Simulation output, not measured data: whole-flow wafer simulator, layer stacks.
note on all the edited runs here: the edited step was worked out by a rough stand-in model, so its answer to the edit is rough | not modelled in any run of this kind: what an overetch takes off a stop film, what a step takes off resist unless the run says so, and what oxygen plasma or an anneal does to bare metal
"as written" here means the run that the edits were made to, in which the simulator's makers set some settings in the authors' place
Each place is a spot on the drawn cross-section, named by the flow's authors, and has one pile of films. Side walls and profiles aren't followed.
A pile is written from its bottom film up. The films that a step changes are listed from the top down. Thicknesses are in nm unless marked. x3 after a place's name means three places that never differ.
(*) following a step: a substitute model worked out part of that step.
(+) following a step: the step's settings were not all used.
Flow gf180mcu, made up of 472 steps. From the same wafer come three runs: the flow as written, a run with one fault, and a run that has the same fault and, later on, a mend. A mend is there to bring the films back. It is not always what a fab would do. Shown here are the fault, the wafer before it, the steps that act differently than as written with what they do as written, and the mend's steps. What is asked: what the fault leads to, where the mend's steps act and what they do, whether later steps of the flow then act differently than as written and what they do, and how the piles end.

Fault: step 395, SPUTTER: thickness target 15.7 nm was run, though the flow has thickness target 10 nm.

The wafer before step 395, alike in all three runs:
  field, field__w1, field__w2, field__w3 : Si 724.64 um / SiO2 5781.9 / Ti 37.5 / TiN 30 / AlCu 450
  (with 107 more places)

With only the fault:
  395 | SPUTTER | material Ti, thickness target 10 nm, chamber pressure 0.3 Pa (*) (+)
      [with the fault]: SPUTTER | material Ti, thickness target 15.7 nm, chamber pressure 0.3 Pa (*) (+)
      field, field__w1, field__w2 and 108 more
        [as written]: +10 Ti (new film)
        [with the fault]: +15.7 Ti (new film)
  Later steps of the flow acting differently than as written (1 other step is not shown; it differs only slightly, by no more than 2% or 0.5 nm, whichever is larger):
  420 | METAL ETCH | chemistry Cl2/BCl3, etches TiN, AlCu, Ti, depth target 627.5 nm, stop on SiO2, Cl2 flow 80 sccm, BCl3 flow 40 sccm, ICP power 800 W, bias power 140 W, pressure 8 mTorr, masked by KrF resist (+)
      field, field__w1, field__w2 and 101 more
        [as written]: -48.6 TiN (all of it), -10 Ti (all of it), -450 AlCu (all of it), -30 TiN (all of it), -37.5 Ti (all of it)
        [with the fault]: -48.6 TiN (all of it), -15.7 Ti (all of it), -450 AlCu (all of it), -30 TiN (all of it), -37.5 Ti (all of it)
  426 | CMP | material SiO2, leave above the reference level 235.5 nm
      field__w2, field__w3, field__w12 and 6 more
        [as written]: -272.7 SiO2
        [with the fault]: -266.7 SiO2
  The piles end different from the flow's at field__w4, field__w8, contact, m1, m1__w1, mim, mim_1p0, m1_nw by more than 2% or 0.5 nm, whichever is larger.
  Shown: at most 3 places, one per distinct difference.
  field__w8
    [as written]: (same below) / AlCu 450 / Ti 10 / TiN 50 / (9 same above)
    [with the fault]: (same below) / AlCu 450 / Ti 15.7 / TiN 50 / (9 same above)
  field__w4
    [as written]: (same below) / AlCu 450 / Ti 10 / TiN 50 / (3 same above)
    [with the fault]: (same below) / AlCu 450 / Ti 15.7 / TiN 50 / (3 same above)
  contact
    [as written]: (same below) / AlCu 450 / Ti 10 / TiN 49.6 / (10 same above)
    [with the fault]: (same below) / AlCu 450 / Ti 15.7 / TiN 49.6 / (10 same above)

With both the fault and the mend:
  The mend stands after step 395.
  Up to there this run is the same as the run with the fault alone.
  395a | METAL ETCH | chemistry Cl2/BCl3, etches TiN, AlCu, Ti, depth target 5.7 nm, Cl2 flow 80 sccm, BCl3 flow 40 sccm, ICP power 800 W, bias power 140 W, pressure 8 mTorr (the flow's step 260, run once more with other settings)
      field, field__w1, field__w2 and 108 more
        -5.7 Ti
  Later steps of the flow that are run all act as written at every place that is followed.
  At every place that both follow, the piles at the end match the flow's.
